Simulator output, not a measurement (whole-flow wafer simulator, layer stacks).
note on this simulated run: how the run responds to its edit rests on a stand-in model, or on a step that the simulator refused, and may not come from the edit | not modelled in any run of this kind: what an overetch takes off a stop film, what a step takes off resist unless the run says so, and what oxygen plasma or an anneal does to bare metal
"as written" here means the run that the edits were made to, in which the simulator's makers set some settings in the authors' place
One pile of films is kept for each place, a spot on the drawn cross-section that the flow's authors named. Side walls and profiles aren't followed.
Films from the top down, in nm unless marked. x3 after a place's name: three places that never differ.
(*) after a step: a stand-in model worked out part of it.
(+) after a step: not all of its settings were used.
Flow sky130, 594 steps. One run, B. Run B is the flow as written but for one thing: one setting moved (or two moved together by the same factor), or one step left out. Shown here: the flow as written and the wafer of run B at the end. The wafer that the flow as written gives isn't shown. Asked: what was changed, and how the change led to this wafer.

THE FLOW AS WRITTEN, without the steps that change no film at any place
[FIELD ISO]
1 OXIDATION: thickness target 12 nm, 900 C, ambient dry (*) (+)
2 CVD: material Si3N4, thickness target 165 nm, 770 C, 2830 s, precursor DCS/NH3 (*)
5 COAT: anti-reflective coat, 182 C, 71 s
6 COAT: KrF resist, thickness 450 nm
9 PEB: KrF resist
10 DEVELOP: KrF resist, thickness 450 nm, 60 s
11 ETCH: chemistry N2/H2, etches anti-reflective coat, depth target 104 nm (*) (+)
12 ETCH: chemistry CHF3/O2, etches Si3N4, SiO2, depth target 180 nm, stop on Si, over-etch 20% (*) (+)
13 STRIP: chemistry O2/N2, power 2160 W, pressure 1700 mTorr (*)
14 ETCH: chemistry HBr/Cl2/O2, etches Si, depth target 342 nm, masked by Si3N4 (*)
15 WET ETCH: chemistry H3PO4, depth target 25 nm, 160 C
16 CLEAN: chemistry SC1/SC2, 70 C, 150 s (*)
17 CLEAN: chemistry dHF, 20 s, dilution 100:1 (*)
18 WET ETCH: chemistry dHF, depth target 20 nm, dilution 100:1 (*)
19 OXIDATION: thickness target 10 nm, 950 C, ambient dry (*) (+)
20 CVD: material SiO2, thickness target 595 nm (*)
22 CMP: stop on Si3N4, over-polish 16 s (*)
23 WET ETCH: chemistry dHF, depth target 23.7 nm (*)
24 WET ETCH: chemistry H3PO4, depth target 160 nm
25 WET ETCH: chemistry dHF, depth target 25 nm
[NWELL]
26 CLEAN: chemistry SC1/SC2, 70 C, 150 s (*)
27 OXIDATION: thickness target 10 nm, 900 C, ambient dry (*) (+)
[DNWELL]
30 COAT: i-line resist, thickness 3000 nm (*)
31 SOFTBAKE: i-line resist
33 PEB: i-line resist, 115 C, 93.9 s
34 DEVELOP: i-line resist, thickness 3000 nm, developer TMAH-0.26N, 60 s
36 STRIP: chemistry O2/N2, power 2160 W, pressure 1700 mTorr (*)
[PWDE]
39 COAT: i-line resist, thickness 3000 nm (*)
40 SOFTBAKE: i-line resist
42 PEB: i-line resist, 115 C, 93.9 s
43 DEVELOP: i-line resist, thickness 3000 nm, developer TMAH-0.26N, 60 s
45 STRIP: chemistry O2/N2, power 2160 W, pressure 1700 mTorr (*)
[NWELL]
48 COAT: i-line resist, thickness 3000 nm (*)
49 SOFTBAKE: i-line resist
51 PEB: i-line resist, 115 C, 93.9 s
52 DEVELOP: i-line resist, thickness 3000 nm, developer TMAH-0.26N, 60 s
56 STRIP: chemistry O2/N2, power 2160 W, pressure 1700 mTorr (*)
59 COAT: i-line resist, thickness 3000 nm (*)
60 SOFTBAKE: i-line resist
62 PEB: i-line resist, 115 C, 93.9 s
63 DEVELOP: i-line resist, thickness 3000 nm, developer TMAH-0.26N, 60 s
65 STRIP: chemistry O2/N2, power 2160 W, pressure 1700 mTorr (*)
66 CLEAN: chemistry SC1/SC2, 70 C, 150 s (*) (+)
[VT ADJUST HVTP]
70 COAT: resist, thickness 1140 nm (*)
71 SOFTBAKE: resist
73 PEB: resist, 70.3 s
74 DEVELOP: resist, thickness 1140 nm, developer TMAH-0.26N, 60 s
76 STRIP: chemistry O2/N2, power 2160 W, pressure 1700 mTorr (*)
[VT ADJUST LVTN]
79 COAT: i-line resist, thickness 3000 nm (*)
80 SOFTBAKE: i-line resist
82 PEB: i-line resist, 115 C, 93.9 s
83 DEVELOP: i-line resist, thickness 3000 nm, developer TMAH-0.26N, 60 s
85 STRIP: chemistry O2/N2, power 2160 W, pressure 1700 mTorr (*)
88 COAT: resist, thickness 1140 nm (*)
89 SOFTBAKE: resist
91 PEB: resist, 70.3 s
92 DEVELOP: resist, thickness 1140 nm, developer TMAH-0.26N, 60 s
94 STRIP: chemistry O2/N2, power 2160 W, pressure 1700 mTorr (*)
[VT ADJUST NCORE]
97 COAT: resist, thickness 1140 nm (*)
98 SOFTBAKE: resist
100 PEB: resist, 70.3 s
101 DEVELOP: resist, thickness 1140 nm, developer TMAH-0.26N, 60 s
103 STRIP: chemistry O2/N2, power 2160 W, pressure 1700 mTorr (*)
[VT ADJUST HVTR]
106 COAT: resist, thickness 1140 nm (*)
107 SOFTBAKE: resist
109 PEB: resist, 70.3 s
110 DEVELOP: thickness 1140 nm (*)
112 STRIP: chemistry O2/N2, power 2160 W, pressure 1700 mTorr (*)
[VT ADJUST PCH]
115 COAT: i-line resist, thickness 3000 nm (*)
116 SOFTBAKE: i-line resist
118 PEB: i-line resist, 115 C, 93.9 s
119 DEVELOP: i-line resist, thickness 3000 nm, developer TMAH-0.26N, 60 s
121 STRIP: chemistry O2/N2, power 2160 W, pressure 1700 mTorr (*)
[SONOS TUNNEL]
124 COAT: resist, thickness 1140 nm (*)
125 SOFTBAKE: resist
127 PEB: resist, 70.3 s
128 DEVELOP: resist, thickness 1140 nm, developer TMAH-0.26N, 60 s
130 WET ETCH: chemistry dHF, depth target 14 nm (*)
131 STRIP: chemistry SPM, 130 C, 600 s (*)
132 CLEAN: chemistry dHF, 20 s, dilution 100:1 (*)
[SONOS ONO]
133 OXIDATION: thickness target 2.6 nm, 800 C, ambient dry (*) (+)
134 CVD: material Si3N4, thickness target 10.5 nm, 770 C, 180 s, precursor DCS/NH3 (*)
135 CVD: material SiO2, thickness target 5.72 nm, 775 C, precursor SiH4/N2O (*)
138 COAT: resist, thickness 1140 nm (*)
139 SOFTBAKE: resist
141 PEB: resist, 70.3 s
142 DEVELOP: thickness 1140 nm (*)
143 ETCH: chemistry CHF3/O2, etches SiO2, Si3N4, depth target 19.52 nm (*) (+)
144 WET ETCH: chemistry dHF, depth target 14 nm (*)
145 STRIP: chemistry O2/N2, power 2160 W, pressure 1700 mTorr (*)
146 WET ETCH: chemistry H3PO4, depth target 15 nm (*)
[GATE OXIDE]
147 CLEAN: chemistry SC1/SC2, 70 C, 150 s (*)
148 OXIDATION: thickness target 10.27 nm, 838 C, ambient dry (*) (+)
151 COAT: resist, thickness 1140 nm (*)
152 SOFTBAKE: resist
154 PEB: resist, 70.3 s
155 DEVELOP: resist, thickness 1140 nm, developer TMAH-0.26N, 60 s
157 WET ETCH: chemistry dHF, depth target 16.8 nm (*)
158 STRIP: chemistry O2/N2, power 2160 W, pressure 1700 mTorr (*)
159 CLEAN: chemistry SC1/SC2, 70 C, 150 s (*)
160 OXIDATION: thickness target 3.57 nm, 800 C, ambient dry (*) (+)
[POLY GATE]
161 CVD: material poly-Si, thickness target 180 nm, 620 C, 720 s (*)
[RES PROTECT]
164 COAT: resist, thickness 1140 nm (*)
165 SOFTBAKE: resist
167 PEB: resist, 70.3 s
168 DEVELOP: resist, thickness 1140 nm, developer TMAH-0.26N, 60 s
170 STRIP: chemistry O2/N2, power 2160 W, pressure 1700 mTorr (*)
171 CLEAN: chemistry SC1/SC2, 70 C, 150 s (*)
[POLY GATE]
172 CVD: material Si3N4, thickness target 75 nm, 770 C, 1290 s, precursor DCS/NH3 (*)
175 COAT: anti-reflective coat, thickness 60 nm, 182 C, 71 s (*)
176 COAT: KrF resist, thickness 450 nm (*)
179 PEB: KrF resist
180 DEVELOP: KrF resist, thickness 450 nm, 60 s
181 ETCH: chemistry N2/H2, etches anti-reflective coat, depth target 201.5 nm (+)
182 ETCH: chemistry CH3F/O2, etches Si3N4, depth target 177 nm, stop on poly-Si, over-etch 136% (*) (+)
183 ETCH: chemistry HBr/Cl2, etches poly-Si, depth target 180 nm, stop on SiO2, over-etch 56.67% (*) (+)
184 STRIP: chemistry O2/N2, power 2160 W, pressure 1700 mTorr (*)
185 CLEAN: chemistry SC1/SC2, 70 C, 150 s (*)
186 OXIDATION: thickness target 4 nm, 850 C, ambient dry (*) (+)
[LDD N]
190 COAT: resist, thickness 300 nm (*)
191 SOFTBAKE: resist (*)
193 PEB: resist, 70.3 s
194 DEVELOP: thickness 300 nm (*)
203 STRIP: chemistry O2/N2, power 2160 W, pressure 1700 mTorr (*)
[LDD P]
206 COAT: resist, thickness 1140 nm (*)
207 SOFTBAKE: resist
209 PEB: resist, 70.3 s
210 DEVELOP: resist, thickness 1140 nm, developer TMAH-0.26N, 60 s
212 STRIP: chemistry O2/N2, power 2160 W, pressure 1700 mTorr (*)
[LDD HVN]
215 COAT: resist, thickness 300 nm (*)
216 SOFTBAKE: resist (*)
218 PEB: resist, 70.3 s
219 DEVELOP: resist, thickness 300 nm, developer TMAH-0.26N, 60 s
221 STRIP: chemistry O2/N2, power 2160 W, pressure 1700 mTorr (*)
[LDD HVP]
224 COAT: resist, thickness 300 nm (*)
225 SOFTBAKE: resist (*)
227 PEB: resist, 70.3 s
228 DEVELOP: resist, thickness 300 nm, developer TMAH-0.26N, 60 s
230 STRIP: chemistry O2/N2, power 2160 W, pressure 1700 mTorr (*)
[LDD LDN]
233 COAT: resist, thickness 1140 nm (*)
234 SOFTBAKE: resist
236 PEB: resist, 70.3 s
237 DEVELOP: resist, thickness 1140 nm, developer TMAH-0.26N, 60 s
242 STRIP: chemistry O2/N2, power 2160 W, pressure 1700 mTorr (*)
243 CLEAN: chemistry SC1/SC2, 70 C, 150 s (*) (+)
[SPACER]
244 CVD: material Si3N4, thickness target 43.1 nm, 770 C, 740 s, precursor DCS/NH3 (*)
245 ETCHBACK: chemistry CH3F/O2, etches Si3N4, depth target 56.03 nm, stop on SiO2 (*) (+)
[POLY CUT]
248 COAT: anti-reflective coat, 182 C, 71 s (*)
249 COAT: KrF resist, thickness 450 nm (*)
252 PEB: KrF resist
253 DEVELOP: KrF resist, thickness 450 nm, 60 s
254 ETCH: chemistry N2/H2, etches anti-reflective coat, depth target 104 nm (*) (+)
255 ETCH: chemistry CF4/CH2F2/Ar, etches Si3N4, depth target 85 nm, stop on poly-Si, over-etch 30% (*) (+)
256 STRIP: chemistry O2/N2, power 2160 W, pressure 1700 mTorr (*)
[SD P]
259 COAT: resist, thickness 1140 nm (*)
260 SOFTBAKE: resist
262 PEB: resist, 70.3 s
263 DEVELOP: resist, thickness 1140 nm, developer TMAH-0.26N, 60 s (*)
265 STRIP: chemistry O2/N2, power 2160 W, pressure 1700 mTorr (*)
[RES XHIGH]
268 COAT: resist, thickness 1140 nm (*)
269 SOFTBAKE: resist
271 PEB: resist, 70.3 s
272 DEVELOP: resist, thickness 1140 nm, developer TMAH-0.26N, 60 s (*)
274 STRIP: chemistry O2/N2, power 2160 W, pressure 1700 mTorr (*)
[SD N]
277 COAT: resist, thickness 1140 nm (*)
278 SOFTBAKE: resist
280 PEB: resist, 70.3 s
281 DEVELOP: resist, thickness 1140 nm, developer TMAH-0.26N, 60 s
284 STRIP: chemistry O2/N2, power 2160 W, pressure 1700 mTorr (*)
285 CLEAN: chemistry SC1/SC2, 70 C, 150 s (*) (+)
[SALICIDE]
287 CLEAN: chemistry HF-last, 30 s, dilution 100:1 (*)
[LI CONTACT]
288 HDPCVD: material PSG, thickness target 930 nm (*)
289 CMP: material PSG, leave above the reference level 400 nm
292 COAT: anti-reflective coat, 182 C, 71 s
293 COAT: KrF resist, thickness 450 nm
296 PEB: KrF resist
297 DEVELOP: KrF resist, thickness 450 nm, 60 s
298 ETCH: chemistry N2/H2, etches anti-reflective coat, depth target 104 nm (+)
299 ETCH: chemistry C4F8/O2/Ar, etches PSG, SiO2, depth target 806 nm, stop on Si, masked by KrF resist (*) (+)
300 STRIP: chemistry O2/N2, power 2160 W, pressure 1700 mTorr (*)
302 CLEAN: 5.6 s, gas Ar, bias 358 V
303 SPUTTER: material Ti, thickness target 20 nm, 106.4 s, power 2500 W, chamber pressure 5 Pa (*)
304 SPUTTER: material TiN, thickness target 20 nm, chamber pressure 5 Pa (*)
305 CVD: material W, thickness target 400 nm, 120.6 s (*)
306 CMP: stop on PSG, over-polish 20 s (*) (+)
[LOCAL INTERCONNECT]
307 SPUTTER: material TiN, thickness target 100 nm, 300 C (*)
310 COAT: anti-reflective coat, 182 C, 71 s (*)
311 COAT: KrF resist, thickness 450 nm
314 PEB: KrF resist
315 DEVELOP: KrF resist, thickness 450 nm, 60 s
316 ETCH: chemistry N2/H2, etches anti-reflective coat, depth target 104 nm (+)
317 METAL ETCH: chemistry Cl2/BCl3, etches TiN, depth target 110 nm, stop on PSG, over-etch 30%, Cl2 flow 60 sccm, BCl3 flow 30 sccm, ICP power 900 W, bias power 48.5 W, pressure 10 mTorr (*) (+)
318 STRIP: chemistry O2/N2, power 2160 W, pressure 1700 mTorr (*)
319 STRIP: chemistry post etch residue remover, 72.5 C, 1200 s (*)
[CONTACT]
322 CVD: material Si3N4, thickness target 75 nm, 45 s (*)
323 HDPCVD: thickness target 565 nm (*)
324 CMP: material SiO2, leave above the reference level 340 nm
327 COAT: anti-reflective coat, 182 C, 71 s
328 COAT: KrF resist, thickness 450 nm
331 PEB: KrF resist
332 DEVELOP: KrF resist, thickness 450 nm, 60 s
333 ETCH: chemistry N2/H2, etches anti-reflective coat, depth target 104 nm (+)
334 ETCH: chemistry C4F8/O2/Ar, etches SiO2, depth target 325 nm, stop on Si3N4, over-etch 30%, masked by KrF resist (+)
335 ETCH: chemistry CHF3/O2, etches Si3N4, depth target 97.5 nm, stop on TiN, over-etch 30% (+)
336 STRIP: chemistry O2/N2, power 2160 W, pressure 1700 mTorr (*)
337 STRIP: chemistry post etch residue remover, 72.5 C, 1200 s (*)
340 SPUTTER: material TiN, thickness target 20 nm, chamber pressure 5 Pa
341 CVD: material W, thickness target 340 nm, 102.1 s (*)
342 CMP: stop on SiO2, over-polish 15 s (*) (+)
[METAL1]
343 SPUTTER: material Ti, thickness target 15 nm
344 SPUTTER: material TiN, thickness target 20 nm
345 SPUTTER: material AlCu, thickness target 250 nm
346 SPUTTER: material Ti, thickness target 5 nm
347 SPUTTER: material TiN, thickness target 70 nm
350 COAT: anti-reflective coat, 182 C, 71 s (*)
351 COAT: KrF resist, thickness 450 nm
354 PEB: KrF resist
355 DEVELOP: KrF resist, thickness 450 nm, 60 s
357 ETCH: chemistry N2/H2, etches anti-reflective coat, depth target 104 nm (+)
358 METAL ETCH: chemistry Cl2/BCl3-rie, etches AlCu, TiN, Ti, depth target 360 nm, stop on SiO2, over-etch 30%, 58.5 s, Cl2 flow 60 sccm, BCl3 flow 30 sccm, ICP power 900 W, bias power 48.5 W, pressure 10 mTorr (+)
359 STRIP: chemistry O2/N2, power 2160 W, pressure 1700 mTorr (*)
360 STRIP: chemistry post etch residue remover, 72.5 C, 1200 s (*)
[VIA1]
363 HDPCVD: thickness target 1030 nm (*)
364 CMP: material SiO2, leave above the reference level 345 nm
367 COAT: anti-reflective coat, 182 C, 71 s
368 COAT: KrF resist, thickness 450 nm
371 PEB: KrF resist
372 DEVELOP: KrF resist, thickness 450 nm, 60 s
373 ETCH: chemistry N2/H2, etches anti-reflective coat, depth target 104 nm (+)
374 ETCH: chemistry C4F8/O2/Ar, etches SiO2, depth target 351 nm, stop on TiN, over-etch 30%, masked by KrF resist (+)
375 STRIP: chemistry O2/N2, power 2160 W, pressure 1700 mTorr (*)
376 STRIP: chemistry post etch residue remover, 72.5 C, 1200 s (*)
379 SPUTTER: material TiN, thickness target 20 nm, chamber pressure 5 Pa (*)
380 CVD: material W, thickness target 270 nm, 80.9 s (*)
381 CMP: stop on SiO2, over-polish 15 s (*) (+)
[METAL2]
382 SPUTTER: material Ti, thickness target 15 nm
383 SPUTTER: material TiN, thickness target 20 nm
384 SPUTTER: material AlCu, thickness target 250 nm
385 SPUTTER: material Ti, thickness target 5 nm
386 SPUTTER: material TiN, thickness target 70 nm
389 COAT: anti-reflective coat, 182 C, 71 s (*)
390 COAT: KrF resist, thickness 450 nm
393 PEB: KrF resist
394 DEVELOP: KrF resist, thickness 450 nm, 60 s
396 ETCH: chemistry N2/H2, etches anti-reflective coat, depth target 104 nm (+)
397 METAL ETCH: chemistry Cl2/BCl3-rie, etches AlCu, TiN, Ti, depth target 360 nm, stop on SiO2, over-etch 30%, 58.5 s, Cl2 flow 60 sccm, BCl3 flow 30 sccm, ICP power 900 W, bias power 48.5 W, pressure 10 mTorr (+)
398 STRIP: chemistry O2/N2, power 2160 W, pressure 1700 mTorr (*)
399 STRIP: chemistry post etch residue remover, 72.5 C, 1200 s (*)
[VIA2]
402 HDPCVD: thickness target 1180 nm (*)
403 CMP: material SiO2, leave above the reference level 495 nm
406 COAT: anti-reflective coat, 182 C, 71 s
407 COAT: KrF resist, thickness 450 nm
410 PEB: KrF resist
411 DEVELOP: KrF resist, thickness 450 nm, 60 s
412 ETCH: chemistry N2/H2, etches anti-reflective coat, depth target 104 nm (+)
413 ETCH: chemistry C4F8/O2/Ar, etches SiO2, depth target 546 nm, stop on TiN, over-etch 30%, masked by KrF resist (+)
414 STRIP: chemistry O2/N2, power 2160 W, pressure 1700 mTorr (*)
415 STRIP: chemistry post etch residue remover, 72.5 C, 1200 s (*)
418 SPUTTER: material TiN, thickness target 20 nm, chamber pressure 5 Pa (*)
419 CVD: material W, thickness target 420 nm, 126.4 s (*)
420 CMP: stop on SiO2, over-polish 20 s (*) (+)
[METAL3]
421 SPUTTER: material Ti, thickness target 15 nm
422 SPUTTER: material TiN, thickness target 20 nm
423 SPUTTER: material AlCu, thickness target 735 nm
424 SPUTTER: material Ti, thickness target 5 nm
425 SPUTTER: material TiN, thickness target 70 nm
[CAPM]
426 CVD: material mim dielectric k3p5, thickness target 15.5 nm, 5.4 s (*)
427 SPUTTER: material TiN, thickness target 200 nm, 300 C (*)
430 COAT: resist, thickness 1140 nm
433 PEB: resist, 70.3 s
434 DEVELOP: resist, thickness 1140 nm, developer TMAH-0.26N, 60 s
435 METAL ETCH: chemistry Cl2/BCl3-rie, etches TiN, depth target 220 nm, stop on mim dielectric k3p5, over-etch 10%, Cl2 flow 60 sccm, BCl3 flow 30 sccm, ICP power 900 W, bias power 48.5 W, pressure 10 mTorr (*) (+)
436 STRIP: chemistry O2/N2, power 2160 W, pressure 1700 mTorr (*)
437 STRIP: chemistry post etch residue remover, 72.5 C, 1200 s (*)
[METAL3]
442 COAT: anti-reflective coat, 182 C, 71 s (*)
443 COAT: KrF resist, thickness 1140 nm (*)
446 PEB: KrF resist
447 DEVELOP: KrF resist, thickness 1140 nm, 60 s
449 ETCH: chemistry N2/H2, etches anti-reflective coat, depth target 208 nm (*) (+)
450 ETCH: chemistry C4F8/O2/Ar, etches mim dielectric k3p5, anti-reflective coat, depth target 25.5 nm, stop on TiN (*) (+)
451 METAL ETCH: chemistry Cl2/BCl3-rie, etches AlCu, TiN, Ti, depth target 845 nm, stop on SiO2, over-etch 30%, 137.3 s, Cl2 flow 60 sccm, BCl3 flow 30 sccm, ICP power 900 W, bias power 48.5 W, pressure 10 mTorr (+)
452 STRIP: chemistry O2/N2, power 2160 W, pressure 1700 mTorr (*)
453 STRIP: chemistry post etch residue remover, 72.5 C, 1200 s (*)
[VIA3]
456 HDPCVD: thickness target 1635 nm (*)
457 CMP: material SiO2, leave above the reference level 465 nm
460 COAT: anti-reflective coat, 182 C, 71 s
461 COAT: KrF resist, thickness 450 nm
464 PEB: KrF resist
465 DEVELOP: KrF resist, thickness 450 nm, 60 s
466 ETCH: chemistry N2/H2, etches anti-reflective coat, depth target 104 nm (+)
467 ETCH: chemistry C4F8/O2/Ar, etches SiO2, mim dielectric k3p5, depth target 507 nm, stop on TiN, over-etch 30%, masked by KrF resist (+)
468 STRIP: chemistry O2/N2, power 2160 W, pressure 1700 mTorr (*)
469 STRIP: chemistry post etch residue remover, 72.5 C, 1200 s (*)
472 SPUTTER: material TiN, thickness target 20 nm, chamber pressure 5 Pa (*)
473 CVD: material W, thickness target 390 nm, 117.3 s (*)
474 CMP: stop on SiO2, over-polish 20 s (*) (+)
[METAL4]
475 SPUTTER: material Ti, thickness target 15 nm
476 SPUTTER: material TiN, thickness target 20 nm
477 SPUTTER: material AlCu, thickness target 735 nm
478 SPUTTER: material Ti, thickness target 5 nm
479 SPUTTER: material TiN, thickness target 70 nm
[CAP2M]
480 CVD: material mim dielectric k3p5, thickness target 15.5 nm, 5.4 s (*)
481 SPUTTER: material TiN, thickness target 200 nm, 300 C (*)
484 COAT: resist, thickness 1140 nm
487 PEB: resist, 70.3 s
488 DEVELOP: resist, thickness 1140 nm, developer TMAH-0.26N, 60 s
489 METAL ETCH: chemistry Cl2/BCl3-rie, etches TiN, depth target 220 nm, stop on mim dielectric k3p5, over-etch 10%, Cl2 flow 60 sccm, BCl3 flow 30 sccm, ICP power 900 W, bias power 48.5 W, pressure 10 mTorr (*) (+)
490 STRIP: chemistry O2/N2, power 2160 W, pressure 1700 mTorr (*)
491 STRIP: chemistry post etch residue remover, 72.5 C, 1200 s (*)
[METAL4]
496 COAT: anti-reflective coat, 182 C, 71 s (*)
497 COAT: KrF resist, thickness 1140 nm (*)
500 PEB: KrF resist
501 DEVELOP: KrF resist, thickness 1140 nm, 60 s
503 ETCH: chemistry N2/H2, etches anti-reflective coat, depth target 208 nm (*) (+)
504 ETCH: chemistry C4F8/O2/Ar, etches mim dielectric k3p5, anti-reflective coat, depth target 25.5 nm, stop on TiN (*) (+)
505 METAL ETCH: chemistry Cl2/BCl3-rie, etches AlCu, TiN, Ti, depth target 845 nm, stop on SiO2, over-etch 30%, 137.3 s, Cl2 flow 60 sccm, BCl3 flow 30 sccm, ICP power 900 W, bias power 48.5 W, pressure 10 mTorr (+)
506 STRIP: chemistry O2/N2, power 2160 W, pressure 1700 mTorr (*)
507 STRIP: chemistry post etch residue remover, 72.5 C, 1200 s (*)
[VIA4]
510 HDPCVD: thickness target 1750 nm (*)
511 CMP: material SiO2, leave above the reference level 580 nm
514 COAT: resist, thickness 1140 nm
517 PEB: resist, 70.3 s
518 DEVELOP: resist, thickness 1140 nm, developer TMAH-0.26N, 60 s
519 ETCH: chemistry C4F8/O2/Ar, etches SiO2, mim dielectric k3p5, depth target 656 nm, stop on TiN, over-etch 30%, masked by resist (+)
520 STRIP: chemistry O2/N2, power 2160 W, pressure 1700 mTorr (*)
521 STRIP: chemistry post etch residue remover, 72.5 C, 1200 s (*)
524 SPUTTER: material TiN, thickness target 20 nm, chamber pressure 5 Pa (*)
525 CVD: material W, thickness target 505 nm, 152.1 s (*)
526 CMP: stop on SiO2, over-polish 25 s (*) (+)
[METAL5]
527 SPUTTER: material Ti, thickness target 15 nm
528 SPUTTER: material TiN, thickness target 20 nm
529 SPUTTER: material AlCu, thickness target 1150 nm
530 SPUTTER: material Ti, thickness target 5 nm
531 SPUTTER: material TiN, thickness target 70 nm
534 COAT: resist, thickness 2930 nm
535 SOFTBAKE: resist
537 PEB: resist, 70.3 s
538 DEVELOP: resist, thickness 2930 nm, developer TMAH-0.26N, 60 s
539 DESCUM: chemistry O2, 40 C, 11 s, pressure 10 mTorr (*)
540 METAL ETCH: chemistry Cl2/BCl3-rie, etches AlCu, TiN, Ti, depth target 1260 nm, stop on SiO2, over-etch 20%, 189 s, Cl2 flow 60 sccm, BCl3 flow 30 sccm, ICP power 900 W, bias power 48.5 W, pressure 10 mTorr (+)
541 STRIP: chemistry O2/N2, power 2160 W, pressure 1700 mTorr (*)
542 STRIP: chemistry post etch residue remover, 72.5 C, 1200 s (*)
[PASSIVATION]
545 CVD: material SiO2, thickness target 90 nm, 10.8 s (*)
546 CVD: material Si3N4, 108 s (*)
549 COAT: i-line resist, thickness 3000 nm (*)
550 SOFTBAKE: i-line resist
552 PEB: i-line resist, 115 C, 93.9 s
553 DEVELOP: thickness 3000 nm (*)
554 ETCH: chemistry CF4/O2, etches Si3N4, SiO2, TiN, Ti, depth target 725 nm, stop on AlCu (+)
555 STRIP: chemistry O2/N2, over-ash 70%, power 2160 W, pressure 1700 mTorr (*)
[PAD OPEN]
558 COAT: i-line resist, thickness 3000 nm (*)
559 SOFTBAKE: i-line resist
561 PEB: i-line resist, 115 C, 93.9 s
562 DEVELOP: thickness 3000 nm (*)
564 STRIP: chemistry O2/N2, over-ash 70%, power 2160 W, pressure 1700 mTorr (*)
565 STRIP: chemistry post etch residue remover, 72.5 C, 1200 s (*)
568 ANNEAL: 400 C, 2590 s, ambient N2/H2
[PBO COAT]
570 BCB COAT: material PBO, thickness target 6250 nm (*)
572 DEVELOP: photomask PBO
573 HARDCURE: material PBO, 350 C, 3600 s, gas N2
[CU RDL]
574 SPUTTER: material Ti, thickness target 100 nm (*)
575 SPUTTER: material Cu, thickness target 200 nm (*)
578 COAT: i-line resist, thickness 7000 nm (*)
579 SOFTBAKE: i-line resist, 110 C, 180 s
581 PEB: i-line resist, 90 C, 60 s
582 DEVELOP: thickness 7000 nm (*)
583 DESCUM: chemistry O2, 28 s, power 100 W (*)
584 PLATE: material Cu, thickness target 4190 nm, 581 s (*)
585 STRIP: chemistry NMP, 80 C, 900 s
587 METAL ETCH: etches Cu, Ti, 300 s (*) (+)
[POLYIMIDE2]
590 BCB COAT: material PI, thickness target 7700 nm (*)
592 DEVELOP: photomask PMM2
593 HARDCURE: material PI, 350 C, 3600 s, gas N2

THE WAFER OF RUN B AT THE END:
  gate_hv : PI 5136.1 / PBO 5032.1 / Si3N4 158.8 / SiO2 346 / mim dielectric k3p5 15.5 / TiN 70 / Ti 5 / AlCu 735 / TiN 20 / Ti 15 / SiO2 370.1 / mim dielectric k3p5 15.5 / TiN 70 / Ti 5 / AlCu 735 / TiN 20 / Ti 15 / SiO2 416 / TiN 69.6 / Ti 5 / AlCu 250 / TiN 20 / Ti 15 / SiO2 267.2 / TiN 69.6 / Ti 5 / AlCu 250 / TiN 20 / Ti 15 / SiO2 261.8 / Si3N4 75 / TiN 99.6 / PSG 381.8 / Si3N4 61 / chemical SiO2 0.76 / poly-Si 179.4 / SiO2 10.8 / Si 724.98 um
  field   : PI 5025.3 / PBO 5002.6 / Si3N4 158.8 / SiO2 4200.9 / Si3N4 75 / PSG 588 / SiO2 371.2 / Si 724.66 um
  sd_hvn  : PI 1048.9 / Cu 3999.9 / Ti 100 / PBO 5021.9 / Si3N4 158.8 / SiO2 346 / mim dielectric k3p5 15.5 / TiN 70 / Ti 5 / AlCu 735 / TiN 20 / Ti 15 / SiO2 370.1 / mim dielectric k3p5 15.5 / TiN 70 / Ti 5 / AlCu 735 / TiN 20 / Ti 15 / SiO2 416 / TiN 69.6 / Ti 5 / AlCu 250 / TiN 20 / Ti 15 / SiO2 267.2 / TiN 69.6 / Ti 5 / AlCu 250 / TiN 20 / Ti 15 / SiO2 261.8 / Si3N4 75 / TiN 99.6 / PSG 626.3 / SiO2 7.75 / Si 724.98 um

The cause: step 511, CMP: leave above the reference level 342 nm was run, where the flow has leave above the reference level 580 nm.

How the change led to this, step by step:
  511 CMP: material SiO2, leave above the reference level 580 nm
      n_well, p_well, gate_hv and 99 more: SiO2 -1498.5 (as written it would be: SiO2 -1260.5)
      field, active, gate and 77 more: SiO2 -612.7 (as written it would be: SiO2 -374.7)
      (and at 11 more places)
  519 ETCH: chemistry C4F8/O2/Ar, etches SiO2, mim dielectric k3p5, depth target 656 nm, stop on TiN, over-etch 30%, masked by resist (+)
      field, active, n_well and 188 more: resist -69.6 (as written it would be: resist -131.2)
      m1: SiO2 -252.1 (all of it), mim dielectric k3p5 -15.5 (all of it) (as written it would be: SiO2 -490.1 (all of it), mim dielectric k3p5 -15.5 (all of it))
      (and at 1 more place)
  520 STRIP: chemistry O2/N2, power 2160 W, pressure 1700 mTorr (*)
      field, active, n_well and 188 more: resist -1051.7 (all of it) (as written it would be: resist -990.1 (all of it))
  524 SPUTTER: material TiN, thickness target 20 nm, chamber pressure 5 Pa (*)
      m1, via4_hole: TiN +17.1 (as written it would be: TiN +15.3)
  525 CVD: material W, thickness target 505 nm, 152.1 s (*)
      m1: W +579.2 (new film) (as written it would be: W +1015.8 (new film))
      via4_hole: W +580.3 (new film) (as written it would be: W +1015.2 (new film))
  526 CMP: stop on SiO2, over-polish 25 s (*) (+)
      m1: W -335.9 (as written it would be: W -532.7)
      via4_hole: W -337.7 (as written it would be: W -532.7)
